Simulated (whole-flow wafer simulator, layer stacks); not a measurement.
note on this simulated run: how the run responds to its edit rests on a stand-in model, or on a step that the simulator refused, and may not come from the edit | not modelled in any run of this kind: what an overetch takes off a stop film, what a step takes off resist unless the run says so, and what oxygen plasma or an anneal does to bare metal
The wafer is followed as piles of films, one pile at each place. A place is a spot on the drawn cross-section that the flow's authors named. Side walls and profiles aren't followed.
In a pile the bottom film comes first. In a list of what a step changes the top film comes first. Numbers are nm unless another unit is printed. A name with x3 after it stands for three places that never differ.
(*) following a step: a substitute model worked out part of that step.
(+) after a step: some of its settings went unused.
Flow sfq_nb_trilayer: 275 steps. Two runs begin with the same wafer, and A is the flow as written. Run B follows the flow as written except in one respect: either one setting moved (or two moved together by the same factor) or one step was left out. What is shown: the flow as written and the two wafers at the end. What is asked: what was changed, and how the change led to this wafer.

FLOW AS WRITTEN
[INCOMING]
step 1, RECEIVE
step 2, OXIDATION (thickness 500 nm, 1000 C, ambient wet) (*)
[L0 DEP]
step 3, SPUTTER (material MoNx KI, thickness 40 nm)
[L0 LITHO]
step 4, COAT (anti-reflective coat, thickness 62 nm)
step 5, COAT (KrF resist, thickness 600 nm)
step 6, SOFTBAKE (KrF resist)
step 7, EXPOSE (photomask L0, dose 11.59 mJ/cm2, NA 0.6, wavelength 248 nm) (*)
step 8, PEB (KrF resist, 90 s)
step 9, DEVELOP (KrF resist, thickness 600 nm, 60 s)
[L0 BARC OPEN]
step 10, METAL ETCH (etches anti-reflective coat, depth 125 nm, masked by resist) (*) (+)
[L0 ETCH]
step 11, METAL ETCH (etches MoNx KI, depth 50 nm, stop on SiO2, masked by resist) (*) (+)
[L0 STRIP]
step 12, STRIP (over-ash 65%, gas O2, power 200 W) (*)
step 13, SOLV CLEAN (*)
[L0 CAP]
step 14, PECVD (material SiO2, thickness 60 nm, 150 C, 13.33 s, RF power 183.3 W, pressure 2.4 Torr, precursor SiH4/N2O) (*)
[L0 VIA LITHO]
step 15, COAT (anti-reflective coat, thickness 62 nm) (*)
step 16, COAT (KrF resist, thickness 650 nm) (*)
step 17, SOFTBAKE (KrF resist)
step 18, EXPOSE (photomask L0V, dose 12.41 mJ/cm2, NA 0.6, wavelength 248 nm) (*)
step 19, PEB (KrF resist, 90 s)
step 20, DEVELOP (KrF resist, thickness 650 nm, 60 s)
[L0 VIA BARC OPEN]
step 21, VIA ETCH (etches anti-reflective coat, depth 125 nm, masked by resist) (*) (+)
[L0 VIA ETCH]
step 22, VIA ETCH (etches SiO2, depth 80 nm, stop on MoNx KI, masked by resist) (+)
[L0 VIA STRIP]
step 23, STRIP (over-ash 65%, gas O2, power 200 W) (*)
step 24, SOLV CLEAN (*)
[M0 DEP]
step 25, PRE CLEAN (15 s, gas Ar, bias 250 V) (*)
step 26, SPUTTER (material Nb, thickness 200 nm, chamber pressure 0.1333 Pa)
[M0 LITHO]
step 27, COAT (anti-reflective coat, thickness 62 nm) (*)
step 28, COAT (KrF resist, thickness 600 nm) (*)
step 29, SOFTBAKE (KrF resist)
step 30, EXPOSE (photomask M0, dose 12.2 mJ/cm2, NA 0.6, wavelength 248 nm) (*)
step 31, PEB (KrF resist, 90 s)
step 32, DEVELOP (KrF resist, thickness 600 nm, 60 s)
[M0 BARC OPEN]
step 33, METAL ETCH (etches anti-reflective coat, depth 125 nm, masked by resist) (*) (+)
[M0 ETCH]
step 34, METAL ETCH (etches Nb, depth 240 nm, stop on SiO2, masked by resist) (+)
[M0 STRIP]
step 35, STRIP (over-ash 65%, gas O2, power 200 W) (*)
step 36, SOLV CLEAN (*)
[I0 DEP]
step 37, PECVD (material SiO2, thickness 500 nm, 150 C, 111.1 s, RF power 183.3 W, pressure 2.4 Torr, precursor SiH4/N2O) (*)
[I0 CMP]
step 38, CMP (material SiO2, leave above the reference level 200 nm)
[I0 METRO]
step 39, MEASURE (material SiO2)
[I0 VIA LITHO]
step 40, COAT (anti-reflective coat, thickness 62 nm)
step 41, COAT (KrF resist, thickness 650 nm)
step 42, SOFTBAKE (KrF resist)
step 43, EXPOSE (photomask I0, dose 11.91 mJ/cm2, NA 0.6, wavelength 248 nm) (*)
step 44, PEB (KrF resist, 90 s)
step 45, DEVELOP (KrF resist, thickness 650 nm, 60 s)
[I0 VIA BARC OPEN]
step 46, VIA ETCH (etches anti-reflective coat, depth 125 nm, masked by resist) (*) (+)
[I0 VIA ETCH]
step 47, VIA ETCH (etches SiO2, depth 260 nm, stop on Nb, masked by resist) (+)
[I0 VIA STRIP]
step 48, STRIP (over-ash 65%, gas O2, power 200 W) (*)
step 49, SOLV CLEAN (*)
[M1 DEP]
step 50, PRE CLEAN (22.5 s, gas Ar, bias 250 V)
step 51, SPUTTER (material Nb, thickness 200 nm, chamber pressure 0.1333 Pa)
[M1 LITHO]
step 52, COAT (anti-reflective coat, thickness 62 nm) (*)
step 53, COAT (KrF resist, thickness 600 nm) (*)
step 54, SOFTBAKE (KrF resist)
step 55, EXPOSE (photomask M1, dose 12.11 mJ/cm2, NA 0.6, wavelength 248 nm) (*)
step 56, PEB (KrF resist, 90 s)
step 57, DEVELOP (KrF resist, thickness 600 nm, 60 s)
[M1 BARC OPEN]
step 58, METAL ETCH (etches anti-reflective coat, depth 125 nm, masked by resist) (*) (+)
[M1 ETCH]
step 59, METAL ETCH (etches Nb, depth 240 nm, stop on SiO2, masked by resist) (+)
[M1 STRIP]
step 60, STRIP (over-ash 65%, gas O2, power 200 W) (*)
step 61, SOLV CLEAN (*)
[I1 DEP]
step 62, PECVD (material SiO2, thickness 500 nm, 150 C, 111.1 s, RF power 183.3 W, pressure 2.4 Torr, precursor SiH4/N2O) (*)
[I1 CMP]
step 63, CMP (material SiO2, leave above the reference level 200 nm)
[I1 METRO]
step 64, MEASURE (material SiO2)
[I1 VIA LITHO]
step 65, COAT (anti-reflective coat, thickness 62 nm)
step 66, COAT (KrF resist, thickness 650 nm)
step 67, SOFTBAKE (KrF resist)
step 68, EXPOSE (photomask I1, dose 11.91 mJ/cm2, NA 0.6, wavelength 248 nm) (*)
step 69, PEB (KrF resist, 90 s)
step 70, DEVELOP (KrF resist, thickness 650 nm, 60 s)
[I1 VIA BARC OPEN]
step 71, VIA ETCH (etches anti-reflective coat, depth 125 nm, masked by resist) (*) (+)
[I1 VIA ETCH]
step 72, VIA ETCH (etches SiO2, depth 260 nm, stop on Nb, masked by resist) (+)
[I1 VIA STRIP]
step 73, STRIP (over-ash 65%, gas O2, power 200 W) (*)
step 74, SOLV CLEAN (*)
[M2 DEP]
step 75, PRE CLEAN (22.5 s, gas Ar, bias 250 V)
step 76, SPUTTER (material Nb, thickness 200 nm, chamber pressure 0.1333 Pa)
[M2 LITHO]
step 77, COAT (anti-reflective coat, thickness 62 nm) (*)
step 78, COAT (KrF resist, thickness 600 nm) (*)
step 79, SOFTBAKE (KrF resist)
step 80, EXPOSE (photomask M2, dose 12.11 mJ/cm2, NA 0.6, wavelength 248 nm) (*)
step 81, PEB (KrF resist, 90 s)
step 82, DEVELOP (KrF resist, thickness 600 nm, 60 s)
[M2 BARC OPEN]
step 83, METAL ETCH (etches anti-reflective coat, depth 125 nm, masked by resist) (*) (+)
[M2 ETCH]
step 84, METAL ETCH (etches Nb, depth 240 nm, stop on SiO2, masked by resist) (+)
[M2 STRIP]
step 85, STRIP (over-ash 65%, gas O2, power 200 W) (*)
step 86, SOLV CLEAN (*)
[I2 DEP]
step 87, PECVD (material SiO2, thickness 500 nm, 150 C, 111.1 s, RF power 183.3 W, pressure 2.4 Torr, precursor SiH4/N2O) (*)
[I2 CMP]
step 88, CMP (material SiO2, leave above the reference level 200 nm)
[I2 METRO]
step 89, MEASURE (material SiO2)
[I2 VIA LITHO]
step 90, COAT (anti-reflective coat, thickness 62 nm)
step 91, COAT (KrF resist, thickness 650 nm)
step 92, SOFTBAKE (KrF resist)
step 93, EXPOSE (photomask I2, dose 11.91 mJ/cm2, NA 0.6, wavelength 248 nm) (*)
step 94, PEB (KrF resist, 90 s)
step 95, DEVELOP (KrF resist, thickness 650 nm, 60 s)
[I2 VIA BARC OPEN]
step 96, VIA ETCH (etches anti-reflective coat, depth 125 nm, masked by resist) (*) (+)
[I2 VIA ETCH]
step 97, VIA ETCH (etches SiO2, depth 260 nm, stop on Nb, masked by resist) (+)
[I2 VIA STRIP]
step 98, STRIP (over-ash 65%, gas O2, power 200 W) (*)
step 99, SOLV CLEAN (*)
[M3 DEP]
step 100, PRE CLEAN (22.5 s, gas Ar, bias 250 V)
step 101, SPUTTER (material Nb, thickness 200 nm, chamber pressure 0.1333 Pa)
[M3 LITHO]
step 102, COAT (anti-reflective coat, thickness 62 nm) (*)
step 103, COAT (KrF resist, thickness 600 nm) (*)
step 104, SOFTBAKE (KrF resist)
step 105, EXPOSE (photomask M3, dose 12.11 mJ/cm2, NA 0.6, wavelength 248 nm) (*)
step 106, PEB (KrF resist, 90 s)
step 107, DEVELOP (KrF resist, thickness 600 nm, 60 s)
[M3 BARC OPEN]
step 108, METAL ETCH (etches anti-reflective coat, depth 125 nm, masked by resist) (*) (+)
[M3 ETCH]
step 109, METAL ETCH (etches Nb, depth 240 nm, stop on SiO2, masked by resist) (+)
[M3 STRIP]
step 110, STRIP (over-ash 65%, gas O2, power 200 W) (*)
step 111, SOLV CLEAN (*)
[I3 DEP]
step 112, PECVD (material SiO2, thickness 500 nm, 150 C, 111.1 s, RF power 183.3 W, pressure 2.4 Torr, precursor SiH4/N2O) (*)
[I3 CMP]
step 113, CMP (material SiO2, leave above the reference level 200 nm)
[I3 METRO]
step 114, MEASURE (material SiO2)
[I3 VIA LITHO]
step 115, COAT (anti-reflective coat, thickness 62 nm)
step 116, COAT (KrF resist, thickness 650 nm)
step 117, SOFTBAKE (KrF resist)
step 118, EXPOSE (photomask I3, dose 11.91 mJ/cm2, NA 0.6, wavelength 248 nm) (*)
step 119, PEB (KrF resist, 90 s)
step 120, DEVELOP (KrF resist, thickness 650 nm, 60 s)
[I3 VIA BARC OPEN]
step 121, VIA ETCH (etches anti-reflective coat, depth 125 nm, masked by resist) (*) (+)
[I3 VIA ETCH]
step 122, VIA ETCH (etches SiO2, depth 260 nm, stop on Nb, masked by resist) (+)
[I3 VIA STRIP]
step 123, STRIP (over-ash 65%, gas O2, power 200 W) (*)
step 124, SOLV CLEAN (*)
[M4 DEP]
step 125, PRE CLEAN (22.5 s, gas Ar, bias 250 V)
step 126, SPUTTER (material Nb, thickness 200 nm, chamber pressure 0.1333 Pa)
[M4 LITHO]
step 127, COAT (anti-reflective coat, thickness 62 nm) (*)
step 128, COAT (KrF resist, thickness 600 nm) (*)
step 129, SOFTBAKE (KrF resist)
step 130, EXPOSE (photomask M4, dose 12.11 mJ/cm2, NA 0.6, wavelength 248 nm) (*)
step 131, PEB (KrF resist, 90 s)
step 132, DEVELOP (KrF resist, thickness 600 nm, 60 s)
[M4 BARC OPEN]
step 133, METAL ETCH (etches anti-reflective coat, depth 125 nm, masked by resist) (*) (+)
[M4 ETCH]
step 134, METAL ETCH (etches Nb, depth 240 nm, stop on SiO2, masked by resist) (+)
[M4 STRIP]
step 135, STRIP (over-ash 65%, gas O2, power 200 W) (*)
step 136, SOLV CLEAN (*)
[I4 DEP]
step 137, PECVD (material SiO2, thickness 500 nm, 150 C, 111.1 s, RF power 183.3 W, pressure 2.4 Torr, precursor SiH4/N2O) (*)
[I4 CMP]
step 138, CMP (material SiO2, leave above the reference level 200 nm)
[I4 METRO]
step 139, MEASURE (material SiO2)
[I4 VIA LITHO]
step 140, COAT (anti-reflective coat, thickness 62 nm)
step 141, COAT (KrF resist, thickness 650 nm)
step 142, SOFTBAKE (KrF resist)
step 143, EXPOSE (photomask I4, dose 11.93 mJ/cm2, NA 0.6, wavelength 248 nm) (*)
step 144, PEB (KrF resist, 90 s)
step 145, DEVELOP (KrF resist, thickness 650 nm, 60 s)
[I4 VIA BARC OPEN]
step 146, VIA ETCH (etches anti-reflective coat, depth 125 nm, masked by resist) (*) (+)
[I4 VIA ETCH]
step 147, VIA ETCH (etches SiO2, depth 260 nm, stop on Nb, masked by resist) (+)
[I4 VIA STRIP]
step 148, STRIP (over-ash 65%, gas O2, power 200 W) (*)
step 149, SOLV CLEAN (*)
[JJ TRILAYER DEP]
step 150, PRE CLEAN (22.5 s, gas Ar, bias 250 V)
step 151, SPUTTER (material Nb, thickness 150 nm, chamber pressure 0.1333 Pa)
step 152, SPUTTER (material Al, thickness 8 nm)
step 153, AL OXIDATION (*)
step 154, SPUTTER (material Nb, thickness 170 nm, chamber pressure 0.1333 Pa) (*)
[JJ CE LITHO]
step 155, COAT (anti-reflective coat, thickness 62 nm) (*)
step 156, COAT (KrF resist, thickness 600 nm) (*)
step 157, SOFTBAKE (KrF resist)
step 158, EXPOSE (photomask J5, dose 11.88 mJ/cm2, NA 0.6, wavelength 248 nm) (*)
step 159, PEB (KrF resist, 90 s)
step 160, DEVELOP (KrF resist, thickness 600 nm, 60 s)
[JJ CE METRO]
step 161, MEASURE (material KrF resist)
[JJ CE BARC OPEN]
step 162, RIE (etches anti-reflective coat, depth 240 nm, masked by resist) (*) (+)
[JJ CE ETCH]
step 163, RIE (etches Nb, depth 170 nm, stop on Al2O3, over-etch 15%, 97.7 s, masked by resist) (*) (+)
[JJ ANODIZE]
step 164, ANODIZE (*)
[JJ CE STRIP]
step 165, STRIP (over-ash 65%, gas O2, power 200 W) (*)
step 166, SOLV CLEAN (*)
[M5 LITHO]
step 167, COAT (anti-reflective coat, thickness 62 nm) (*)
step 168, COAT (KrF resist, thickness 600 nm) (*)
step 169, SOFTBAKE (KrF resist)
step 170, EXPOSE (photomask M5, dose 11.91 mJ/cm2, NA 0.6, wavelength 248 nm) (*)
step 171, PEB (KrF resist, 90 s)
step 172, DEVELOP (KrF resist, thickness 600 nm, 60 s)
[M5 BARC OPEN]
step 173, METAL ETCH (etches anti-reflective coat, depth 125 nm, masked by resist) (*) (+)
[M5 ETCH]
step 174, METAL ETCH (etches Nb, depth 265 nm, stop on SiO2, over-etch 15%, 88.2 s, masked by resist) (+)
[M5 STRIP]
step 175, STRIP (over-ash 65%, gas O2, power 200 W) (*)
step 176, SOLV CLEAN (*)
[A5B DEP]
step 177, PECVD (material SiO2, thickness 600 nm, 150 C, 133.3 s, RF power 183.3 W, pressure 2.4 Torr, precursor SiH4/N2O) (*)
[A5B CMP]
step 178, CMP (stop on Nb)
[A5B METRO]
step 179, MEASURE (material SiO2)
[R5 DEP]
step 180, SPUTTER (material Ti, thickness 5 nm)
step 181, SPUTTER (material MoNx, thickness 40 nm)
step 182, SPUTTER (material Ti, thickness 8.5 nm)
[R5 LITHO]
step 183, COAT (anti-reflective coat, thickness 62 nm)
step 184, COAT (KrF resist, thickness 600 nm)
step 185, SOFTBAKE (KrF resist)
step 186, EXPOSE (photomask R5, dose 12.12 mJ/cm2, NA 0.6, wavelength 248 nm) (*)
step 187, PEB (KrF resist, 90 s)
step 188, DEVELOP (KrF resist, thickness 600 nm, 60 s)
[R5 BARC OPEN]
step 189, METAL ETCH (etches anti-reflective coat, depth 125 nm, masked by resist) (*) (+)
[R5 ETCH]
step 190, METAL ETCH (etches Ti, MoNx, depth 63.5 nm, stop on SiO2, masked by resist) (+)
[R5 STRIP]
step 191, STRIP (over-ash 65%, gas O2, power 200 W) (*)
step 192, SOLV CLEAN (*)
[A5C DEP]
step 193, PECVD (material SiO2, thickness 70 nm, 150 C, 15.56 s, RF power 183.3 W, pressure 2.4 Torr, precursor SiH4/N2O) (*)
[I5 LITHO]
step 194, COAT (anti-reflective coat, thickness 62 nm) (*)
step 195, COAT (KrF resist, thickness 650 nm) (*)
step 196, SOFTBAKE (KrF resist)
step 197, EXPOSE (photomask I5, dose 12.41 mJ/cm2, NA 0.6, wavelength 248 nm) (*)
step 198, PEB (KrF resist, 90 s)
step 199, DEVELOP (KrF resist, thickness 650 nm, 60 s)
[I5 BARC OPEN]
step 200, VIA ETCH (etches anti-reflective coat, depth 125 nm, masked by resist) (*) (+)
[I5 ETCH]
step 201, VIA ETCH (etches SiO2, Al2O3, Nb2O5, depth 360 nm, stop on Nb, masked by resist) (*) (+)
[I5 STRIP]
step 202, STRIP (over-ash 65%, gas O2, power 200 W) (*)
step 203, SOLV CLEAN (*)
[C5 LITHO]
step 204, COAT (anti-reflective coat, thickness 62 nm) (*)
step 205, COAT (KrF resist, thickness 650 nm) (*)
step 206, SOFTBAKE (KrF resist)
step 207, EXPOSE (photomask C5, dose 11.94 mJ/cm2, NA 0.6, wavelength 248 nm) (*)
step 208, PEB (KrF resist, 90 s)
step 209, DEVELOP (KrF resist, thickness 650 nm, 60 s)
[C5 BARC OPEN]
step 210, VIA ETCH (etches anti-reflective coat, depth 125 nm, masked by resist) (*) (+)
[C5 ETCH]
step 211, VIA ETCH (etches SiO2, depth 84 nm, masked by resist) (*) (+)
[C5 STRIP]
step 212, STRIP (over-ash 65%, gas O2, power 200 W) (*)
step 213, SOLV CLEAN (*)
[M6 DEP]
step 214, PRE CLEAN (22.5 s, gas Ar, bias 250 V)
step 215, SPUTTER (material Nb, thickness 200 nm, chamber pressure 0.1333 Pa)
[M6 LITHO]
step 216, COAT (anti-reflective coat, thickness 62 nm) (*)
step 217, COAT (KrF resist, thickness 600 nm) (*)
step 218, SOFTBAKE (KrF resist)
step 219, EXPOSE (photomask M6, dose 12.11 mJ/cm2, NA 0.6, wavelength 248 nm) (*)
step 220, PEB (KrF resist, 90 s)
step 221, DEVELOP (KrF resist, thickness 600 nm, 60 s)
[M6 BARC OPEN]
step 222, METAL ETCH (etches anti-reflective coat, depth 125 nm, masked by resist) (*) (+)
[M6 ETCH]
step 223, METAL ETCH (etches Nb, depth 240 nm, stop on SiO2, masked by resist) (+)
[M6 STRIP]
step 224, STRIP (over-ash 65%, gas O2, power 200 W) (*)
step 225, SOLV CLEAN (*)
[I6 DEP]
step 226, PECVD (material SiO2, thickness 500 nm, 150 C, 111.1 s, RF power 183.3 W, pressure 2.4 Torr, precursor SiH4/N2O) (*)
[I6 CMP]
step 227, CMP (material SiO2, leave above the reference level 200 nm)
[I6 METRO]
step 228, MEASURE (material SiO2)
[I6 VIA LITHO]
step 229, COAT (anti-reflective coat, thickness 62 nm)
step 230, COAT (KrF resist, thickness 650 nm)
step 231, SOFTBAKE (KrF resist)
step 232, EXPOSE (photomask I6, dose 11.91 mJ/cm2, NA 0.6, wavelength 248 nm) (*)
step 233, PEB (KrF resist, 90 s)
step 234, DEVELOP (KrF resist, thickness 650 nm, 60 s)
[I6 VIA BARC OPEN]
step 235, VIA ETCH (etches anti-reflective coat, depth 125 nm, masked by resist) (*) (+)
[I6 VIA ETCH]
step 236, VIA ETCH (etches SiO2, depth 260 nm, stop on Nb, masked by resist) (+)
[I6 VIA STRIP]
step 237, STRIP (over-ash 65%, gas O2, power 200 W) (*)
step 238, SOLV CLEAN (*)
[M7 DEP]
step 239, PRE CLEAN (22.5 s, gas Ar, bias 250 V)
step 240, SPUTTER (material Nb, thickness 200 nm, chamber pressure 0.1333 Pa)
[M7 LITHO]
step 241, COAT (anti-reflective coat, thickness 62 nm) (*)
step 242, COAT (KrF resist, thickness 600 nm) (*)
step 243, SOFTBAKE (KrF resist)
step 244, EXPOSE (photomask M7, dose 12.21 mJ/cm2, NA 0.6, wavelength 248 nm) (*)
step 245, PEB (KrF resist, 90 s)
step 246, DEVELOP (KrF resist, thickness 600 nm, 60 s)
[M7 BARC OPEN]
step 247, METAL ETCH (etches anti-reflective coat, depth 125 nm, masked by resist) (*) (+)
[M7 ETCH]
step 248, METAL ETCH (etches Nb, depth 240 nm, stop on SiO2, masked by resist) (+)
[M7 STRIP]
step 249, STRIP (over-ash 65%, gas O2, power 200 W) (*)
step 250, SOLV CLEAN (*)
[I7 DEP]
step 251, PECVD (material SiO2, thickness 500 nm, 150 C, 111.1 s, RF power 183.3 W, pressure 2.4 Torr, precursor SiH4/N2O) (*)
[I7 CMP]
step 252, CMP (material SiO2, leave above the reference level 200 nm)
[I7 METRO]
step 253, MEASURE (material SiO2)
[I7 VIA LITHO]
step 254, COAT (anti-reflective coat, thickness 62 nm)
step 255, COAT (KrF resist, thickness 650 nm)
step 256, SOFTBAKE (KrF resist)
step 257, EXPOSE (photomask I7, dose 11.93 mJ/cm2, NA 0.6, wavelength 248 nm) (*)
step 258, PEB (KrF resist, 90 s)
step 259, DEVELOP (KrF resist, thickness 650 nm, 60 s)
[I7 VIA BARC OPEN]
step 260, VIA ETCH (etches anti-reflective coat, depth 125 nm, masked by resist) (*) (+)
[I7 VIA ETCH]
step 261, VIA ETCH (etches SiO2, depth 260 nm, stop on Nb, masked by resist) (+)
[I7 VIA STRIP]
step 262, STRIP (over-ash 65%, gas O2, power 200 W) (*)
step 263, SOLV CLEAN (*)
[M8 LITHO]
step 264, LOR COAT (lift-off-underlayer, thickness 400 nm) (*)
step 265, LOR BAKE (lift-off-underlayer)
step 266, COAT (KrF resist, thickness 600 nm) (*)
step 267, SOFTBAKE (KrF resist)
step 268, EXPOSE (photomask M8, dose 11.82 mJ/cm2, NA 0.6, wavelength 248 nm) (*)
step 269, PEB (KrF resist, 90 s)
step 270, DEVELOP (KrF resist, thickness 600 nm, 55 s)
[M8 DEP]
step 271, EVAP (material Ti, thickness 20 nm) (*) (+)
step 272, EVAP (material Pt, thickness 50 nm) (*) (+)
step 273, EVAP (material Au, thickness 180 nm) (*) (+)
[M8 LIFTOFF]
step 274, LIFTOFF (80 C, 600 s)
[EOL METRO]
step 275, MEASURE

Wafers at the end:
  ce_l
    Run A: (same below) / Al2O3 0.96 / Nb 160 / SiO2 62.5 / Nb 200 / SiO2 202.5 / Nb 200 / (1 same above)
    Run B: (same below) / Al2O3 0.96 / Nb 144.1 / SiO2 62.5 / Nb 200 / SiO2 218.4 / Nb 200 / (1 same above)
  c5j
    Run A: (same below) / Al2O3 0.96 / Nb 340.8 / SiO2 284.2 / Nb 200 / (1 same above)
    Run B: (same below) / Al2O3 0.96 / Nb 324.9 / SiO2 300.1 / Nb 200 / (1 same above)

The reason: step 190, METAL ETCH: depth 79.38 nm was run, though the flow has depth 63.5 nm.

Step by step, how the change led to this:
  step 190, METAL ETCH (etches Ti, MoNx, depth 63.5 nm, stop on SiO2, masked by resist) (+)
      be_r, r_sur, res, r_end, r5r_line_l, r5r_line_c, r5r_line_r: A KrF resist loses 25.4 | B KrF resist loses 31.8
      ce_l, c5j, ce_r, wl_jj: A Ti loses 8.5 (all of it), MoNx loses 40 (all of it), Ti loses 5 (all of it), Nb loses 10 | B Ti loses 8.5 (all of it), MoNx loses 40 (all of it), Ti loses 5 (all of it), Nb loses 25.9
  step 194, COAT (anti-reflective coat, thickness 62 nm) (*)
      wl_j_sl, wl_j_sr: A anti-reflective coat gains 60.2 (new film) | B anti-reflective coat gains 57.6 (new film)
      jj_sur: A anti-reflective coat gains 60.8 (new film) | B anti-reflective coat gains 58.1 (new film)
      (as well as at 5 more places)
  step 202, STRIP (over-ash 65%, gas O2, power 200 W) (*)
      wl_j_sl, wl_j_sr: A KrF resist loses 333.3 (all of it), anti-reflective coat loses 60.2 (all of it) | B KrF resist loses 333.3 (all of it), anti-reflective coat loses 57.6 (all of it)
      jj_sur: A KrF resist loses 337.2 (all of it), anti-reflective coat loses 60.8 (all of it) | B KrF resist loses 337.5 (all of it), anti-reflective coat loses 58.1 (all of it)
      (as well as at 5 more places)
  step 204, COAT (anti-reflective coat, thickness 62 nm) (*)
      wl_j_sl, wl_j_sr: A anti-reflective coat gains 60.2 (new film) | B anti-reflective coat gains 57.6 (new film)
      jj_sur: A anti-reflective coat gains 59.5 (new film) | B anti-reflective coat gains 56.9 (new film)
      (as well as at 5 more places)
  step 210, VIA ETCH (etches anti-reflective coat, depth 125 nm, masked by resist) (*) (+)
      c5j: A anti-reflective coat loses 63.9 (all of it), SiO2 loses 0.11 | B anti-reflective coat loses 68.3 (all of it), SiO2 loses 0.08
  step 212, STRIP (over-ash 65%, gas O2, power 200 W) (*)
      wl_j_sl, wl_j_sr: A KrF resist loses 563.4 (all of it), anti-reflective coat loses 60.2 (all of it) | B KrF resist loses 563.5 (all of it), anti-reflective coat loses 57.6 (all of it)
      jj_sur: A KrF resist loses 562 (all of it), anti-reflective coat loses 59.5 (all of it) | B KrF resist loses 562.2 (all of it), anti-reflective coat loses 56.9 (all of it)
      (as well as at 4 more places)
  step 216, COAT (anti-reflective coat, thickness 62 nm) (*)
      wl_j_sl, wl_j_sr: A anti-reflective coat gains 60.2 (new film) | B anti-reflective coat gains 57.7 (new film)
      jj_sur: A anti-reflective coat gains 56.1 (new film) | B anti-reflective coat gains 53.3 (new film)
      (as well as at 5 more places)
  step 224, STRIP (over-ash 65%, gas O2, power 200 W) (*)
      wl_j_sl, wl_j_sr: A KrF resist loses 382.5 (all of it), anti-reflective coat loses 60.2 (all of it) | B KrF resist loses 382.4 (all of it), anti-reflective coat loses 57.7 (all of it)
      jj_sur: A KrF resist loses 378.5 (all of it), anti-reflective coat loses 56.1 (all of it) | B KrF resist loses 378.7 (all of it), anti-reflective coat loses 53.3 (all of it)
      (as well as at 5 more places)
  step 227, CMP (material SiO2, leave above the reference level 200 nm)
      ce_l, ce_r, wl_jj: A SiO2 loses 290 | B SiO2 loses 274.1
      c5j: A SiO2 loses 223 | B SiO2 loses 207.1
